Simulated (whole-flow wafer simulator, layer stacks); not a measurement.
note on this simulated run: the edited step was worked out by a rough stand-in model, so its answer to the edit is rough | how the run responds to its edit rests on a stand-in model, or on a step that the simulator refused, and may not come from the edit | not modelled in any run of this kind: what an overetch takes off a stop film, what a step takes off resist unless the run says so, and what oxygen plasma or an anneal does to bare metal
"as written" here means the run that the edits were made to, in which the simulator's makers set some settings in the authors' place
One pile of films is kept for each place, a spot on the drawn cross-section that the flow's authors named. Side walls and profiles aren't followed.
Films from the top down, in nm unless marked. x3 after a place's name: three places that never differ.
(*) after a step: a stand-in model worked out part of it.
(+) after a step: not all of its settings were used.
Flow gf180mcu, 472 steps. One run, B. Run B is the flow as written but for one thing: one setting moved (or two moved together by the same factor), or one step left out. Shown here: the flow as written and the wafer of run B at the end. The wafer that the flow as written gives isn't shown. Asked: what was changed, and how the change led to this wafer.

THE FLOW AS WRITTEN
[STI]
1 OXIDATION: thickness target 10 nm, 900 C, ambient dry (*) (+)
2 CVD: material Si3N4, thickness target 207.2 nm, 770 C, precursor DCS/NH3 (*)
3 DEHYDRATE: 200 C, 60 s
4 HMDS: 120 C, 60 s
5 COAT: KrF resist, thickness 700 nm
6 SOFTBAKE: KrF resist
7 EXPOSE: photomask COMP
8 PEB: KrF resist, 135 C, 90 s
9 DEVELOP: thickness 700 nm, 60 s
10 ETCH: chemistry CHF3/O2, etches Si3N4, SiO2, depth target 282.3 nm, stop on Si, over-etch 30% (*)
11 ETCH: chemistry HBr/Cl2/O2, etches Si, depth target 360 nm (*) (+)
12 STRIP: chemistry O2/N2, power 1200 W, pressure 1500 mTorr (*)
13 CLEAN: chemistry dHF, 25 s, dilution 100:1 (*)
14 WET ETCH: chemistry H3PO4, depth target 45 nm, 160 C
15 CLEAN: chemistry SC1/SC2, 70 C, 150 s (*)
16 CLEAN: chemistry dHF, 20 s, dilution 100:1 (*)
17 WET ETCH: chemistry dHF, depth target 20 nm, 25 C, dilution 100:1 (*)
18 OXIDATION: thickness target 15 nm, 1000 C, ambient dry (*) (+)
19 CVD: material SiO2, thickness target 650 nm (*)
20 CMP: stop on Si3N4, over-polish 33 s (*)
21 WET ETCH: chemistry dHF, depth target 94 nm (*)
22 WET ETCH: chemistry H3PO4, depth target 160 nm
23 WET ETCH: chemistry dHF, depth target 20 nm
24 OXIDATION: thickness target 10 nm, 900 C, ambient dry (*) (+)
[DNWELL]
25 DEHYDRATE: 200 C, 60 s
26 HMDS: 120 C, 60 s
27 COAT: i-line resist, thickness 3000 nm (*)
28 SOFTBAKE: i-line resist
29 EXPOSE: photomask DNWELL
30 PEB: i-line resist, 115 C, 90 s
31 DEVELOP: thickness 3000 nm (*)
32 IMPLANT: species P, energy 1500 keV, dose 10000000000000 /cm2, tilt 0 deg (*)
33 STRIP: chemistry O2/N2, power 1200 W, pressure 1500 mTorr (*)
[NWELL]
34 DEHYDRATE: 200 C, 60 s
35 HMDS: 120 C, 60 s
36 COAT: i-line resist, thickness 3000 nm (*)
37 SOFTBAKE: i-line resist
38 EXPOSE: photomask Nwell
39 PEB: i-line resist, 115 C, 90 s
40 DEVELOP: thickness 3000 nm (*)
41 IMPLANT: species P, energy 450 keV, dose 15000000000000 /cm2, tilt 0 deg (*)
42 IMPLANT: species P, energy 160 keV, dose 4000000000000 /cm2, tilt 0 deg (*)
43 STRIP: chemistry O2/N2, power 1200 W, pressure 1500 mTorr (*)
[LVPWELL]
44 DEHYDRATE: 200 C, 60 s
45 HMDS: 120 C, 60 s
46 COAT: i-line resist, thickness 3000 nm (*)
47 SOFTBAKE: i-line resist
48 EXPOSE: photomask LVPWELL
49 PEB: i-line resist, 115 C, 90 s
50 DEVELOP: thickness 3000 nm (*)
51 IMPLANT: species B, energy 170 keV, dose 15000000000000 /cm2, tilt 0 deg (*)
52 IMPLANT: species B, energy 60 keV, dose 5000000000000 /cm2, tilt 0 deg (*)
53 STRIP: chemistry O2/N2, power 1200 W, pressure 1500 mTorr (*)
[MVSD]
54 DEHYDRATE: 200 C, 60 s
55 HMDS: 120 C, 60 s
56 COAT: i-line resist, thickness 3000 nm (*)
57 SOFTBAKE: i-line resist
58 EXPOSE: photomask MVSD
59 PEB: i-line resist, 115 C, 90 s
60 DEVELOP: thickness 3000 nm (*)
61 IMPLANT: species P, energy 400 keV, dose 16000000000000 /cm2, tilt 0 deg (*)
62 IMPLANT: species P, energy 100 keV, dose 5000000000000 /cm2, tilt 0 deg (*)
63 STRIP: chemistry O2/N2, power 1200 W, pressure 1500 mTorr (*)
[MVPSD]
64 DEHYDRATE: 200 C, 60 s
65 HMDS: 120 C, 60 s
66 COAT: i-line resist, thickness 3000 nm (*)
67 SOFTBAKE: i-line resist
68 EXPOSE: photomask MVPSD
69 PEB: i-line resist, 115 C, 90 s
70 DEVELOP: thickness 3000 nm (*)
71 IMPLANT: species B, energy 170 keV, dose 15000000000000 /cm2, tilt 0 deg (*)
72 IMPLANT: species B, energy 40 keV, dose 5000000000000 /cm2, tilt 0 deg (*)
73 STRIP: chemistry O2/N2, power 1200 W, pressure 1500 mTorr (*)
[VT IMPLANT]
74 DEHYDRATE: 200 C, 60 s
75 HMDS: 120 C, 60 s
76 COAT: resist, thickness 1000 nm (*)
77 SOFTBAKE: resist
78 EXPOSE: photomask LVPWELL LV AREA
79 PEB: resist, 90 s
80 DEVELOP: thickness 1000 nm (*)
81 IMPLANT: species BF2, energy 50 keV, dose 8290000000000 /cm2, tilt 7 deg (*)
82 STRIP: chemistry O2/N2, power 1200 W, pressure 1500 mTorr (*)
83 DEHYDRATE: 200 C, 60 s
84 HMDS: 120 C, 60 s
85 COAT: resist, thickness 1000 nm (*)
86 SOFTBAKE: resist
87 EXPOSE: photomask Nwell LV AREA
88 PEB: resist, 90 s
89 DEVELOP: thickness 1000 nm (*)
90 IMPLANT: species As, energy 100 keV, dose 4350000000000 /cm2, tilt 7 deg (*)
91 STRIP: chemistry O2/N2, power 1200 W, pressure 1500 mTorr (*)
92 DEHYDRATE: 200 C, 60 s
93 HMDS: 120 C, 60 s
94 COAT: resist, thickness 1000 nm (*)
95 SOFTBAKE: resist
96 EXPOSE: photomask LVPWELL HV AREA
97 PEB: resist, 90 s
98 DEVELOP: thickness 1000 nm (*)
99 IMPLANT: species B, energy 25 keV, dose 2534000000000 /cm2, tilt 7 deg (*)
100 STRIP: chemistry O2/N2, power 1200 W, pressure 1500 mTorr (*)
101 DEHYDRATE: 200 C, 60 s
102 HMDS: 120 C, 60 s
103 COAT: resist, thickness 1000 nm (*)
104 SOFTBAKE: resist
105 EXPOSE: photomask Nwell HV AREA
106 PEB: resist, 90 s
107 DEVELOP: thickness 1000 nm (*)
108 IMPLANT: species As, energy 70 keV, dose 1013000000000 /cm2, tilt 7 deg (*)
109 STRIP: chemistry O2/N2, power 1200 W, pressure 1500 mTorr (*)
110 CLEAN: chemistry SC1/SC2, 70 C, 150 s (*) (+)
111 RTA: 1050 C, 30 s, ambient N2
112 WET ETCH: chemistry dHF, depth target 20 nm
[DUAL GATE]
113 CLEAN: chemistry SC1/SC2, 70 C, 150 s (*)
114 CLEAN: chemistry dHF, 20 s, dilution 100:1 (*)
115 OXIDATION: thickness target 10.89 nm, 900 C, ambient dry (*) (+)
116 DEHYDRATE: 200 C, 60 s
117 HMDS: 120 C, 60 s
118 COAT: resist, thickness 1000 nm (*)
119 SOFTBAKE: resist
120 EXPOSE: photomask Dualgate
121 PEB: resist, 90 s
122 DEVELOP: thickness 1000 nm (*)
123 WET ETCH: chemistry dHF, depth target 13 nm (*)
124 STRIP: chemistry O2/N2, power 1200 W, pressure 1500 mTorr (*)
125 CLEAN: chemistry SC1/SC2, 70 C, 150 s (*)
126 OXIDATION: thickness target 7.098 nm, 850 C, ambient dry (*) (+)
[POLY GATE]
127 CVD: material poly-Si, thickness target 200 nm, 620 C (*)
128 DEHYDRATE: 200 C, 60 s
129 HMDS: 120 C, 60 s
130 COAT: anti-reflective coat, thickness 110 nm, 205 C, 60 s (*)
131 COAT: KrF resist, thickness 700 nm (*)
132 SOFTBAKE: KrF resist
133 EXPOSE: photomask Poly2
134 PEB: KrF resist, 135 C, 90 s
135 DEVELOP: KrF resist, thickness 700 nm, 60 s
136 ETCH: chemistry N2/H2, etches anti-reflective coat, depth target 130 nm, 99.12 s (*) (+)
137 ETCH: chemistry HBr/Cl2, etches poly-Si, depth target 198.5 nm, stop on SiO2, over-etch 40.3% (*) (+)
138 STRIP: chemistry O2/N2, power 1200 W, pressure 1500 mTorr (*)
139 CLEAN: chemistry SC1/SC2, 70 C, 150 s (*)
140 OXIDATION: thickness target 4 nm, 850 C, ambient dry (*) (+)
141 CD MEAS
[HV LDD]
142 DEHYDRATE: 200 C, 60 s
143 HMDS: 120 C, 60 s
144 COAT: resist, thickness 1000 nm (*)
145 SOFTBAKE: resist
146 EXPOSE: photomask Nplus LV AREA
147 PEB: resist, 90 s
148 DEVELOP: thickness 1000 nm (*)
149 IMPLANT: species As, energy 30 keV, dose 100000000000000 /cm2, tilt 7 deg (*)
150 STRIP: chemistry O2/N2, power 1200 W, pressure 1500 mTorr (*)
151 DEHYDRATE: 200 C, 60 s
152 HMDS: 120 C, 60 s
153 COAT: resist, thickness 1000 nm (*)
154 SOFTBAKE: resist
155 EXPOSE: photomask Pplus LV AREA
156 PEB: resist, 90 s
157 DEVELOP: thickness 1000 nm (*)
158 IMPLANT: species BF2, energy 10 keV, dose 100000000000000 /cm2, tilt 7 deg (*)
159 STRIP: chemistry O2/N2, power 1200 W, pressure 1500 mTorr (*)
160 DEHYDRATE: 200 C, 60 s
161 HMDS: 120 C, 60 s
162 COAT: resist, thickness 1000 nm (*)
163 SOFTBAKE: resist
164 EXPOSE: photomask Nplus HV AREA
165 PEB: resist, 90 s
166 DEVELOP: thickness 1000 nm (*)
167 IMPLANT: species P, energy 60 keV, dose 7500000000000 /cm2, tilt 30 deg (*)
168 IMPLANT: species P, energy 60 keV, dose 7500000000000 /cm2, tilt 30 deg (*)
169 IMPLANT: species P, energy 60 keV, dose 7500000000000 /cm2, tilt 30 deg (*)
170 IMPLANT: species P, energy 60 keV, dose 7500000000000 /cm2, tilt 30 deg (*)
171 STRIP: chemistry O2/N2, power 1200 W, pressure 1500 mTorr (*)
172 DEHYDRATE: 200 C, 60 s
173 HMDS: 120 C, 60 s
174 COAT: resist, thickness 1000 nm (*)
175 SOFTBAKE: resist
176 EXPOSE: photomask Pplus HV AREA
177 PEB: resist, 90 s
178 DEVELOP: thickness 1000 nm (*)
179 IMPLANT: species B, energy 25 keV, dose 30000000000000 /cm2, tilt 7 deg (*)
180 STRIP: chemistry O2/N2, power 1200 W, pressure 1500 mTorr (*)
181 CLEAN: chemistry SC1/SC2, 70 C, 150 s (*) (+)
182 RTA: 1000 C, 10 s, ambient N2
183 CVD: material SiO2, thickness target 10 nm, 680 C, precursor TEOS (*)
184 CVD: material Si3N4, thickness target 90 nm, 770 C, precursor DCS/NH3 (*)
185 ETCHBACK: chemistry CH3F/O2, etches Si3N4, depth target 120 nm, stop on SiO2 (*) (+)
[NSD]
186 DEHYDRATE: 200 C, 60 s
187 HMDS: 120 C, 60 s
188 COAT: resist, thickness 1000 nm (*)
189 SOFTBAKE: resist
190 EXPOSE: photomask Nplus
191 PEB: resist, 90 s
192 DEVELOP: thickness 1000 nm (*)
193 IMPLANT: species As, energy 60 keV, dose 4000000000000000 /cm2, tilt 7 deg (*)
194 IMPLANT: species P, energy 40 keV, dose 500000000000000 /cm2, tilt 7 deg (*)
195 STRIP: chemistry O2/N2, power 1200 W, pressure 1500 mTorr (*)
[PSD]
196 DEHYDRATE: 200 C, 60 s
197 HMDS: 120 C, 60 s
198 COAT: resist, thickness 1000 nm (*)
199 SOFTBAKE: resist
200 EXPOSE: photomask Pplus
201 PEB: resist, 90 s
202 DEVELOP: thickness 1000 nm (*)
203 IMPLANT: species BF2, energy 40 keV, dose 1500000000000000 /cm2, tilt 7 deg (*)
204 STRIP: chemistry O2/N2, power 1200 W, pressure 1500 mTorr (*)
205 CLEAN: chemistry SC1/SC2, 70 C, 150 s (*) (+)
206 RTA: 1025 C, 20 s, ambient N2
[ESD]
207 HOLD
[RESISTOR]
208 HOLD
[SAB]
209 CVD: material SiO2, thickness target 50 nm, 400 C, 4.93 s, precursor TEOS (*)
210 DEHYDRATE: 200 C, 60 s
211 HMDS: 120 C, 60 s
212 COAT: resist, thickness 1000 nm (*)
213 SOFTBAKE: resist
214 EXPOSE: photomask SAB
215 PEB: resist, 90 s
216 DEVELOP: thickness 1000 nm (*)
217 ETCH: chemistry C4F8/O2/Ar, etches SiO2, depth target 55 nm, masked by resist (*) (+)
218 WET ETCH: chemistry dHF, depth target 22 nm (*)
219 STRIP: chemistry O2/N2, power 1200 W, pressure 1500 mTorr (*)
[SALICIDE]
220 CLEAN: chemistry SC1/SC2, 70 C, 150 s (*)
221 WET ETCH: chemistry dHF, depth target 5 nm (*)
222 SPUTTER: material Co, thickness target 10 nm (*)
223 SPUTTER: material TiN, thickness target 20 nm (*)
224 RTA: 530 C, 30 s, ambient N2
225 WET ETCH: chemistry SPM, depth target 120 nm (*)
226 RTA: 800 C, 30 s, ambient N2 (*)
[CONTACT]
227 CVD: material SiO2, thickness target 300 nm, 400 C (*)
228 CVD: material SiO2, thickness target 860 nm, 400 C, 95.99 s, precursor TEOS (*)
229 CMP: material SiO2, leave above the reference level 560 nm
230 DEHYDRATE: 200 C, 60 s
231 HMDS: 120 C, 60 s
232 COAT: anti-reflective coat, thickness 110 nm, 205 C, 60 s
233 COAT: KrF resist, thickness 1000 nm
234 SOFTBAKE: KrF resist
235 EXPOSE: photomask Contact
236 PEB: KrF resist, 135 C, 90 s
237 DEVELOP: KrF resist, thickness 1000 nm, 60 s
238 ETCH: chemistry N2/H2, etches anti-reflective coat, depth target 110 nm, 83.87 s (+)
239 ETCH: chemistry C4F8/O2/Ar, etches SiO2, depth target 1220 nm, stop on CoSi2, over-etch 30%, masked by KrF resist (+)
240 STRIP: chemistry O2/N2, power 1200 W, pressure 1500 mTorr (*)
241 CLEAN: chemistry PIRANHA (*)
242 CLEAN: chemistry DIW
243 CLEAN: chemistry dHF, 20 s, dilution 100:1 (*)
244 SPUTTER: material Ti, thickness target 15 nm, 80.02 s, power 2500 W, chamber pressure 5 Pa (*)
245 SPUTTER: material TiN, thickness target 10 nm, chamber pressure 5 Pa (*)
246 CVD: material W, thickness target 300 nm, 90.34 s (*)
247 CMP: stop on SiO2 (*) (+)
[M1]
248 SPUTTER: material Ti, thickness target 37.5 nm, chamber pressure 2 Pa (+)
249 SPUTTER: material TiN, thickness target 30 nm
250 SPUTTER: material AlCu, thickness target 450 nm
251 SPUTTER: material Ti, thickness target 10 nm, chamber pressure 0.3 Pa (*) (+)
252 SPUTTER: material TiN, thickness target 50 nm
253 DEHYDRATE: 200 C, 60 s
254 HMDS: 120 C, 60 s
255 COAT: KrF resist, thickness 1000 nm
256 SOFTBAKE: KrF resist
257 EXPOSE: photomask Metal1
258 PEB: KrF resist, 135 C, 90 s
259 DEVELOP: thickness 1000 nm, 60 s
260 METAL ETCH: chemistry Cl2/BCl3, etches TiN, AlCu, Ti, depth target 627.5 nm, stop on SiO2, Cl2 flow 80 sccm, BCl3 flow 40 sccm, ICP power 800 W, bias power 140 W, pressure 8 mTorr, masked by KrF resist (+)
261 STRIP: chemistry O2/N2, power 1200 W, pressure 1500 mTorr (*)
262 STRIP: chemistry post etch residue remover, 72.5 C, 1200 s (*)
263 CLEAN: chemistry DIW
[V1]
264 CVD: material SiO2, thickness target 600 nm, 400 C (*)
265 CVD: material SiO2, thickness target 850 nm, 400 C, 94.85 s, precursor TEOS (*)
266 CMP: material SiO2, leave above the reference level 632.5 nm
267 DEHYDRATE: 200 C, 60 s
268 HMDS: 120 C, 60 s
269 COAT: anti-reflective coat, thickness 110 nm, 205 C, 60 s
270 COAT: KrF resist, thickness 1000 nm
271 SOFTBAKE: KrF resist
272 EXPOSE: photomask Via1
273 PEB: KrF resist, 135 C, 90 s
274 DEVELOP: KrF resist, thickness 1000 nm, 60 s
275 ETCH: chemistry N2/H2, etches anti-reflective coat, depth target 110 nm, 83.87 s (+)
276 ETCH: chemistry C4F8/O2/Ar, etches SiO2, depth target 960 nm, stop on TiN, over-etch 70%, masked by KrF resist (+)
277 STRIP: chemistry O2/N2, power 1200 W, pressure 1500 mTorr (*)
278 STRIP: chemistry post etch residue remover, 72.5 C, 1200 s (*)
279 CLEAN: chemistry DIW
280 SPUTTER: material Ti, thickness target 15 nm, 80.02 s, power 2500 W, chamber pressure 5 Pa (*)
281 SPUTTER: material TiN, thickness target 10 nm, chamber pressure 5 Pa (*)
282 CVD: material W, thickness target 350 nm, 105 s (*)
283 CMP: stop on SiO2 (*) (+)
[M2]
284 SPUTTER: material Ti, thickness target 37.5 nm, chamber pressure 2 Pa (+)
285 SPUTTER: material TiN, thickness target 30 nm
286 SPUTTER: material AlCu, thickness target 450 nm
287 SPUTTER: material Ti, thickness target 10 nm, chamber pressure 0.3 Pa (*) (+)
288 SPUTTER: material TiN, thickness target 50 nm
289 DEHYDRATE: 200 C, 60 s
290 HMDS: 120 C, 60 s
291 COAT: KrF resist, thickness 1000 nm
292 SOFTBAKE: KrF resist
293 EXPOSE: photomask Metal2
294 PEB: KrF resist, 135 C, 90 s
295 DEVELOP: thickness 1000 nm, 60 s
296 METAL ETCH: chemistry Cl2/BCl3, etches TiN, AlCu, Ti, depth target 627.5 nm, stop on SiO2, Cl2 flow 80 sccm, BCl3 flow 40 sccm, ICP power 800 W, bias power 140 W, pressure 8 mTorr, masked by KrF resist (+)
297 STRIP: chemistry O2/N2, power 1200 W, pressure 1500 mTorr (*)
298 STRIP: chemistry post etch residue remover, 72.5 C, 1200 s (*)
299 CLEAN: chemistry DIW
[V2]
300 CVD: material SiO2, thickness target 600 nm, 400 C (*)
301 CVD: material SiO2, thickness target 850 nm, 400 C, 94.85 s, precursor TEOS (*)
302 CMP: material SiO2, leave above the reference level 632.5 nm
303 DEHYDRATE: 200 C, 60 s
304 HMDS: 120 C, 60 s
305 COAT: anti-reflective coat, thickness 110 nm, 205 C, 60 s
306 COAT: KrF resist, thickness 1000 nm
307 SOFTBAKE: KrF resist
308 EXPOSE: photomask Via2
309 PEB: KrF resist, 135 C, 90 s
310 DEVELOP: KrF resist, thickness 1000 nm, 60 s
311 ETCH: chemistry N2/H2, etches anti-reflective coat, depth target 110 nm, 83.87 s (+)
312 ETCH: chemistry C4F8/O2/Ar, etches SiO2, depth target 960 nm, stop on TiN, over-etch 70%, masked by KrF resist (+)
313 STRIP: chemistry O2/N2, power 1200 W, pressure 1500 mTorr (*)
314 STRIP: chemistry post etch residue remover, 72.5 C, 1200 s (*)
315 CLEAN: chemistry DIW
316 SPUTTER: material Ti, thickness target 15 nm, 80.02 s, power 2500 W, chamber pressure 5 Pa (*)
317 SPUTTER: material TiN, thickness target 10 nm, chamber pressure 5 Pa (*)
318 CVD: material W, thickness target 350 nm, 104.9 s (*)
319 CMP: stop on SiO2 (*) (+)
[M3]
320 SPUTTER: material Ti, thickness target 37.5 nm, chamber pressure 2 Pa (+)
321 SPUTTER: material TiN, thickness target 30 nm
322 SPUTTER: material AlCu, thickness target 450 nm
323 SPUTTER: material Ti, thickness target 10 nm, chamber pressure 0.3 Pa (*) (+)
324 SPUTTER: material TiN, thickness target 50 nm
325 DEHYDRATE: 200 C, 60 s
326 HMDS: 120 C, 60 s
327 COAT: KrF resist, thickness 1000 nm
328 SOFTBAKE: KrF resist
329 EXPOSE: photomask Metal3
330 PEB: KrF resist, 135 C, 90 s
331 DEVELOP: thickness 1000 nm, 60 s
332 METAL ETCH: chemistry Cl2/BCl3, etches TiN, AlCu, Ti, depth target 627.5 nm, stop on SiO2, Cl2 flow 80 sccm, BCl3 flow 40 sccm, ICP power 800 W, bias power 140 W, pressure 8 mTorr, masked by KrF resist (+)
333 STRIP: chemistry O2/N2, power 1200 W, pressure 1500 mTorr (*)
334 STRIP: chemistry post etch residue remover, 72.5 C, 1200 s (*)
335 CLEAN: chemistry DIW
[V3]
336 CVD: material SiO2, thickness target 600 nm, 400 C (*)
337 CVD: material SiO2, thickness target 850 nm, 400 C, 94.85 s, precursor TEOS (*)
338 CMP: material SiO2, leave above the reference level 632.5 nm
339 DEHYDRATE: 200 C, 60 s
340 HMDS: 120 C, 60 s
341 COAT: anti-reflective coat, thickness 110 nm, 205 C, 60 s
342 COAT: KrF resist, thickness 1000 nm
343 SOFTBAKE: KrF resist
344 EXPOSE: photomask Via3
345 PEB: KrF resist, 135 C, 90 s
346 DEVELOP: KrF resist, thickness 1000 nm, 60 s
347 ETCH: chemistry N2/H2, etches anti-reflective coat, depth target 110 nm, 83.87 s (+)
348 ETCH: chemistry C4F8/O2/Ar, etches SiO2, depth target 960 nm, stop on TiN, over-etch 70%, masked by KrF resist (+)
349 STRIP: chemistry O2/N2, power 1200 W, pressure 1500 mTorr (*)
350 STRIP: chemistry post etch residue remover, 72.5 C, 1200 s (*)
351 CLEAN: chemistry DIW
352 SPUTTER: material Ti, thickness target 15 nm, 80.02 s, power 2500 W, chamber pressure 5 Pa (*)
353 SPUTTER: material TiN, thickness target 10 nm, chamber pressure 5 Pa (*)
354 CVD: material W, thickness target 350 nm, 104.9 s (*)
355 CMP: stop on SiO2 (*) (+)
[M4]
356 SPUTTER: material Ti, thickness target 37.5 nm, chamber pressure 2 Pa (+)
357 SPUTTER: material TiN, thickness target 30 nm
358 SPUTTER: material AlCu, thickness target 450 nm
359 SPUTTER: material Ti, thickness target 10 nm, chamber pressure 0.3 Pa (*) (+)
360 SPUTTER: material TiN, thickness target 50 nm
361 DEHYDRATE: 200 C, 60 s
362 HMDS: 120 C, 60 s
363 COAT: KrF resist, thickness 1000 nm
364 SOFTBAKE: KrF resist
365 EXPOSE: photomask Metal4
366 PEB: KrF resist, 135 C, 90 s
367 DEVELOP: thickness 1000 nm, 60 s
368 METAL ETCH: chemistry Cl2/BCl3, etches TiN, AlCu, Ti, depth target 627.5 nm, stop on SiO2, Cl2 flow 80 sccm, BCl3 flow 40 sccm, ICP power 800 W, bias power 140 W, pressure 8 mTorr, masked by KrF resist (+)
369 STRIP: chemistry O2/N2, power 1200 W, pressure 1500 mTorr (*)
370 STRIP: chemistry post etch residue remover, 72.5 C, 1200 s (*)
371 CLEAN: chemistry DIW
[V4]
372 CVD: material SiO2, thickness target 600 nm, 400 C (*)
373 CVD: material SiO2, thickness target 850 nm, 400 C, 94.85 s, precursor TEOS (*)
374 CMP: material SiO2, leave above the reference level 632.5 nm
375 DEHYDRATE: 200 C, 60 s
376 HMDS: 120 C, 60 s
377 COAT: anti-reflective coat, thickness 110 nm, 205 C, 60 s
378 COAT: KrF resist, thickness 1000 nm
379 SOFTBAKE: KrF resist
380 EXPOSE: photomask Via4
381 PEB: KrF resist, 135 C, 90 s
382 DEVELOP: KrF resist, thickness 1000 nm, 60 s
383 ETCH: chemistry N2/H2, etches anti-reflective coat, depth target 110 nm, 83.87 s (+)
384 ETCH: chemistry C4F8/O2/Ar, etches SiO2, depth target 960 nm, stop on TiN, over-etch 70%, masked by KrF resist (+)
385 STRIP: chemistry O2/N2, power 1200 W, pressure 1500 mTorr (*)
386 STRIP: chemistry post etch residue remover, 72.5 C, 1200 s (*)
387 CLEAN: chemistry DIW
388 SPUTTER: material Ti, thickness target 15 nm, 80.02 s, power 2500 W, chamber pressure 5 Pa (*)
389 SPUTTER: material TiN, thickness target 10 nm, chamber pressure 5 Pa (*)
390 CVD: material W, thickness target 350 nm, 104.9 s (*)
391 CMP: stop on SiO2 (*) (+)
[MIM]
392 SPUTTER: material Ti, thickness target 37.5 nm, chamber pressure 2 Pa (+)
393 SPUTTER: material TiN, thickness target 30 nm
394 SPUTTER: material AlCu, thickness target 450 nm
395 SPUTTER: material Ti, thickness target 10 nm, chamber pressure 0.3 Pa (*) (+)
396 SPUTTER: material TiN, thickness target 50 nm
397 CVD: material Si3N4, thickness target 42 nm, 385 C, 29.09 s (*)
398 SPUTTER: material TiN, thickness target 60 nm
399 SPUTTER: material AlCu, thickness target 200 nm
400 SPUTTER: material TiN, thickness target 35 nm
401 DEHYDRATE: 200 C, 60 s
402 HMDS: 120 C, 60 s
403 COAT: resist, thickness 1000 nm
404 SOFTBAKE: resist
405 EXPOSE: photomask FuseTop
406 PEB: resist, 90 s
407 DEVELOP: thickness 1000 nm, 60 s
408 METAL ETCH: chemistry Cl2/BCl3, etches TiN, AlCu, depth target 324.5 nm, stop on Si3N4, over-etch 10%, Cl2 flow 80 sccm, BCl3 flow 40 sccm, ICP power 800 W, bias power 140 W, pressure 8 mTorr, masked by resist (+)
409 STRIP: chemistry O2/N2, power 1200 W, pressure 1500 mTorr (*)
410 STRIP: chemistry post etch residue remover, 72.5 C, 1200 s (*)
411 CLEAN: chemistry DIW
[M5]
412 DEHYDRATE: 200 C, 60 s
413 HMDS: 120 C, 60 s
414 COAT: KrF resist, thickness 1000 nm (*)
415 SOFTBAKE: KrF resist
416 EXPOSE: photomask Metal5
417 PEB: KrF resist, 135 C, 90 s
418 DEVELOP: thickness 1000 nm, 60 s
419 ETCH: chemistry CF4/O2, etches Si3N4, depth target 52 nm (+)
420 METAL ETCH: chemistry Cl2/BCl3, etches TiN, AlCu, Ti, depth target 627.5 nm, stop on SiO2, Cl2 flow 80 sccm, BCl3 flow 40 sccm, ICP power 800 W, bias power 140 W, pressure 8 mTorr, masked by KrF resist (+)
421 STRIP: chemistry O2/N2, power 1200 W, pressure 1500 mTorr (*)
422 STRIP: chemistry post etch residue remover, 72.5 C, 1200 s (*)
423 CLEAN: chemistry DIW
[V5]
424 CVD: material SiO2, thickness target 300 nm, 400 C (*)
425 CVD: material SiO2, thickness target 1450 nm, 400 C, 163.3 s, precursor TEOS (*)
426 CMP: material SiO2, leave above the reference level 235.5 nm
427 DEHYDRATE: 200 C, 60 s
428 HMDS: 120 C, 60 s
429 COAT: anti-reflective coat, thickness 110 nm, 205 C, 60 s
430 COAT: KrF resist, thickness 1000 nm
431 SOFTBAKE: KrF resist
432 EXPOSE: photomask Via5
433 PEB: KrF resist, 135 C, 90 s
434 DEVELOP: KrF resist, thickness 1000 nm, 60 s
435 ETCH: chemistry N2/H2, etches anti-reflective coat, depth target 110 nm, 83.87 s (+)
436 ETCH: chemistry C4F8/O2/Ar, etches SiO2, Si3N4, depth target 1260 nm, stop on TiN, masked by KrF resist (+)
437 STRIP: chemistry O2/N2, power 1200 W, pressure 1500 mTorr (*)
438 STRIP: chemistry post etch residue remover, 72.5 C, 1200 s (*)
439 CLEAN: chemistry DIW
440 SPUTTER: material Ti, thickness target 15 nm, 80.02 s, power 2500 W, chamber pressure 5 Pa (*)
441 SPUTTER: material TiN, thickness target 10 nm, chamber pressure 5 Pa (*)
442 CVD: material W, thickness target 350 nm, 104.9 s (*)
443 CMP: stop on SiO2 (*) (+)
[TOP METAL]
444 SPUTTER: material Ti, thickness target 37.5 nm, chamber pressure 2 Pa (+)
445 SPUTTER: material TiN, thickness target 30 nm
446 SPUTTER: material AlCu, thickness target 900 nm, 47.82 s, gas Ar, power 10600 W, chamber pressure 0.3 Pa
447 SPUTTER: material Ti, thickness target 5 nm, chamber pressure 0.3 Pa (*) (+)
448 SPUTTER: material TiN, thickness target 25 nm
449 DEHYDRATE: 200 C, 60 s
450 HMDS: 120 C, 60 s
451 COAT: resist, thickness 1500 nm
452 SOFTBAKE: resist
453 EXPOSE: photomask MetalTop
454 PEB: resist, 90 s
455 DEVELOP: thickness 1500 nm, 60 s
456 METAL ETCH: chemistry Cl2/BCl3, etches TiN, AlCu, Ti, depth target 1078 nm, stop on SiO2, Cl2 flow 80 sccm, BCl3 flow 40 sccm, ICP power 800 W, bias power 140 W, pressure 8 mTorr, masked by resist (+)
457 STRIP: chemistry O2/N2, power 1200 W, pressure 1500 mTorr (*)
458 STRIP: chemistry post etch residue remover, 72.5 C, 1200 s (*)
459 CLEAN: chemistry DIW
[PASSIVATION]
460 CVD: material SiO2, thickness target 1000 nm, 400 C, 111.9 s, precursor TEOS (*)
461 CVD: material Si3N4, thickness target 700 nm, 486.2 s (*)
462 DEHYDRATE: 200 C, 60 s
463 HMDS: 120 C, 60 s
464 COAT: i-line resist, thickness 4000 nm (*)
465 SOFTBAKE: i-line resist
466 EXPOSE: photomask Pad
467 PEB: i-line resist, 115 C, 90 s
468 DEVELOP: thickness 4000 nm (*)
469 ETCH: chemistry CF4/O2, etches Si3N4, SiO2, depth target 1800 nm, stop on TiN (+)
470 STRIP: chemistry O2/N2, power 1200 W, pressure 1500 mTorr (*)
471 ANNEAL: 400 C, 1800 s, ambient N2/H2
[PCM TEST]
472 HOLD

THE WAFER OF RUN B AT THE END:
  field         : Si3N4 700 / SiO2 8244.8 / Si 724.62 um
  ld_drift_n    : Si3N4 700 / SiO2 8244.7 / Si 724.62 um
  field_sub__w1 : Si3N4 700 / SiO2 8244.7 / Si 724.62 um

The cause: step 18, OXIDATION: 1200 C was run, where the flow has 1000 C.

How the change led to this, step by step:
  18 OXIDATION: thickness target 15 nm, 1000 C, ambient dry (*) (+)
      field, field_sub, sti and 34 more: SiO2 +55 (new film), Si -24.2 (as written it would be: SiO2 +15 (new film), Si -6.6)
  20 CMP: stop on Si3N4, over-polish 33 s (*)
      sti, mim_1p0, pad and 11 more: SiO2 -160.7 (as written it would be: SiO2 -138.3)
      nw_enc_fld, nw_enc_fld_lv: SiO2 -164.7 (as written it would be: SiO2 -142.4)
      (and at 10 more places)
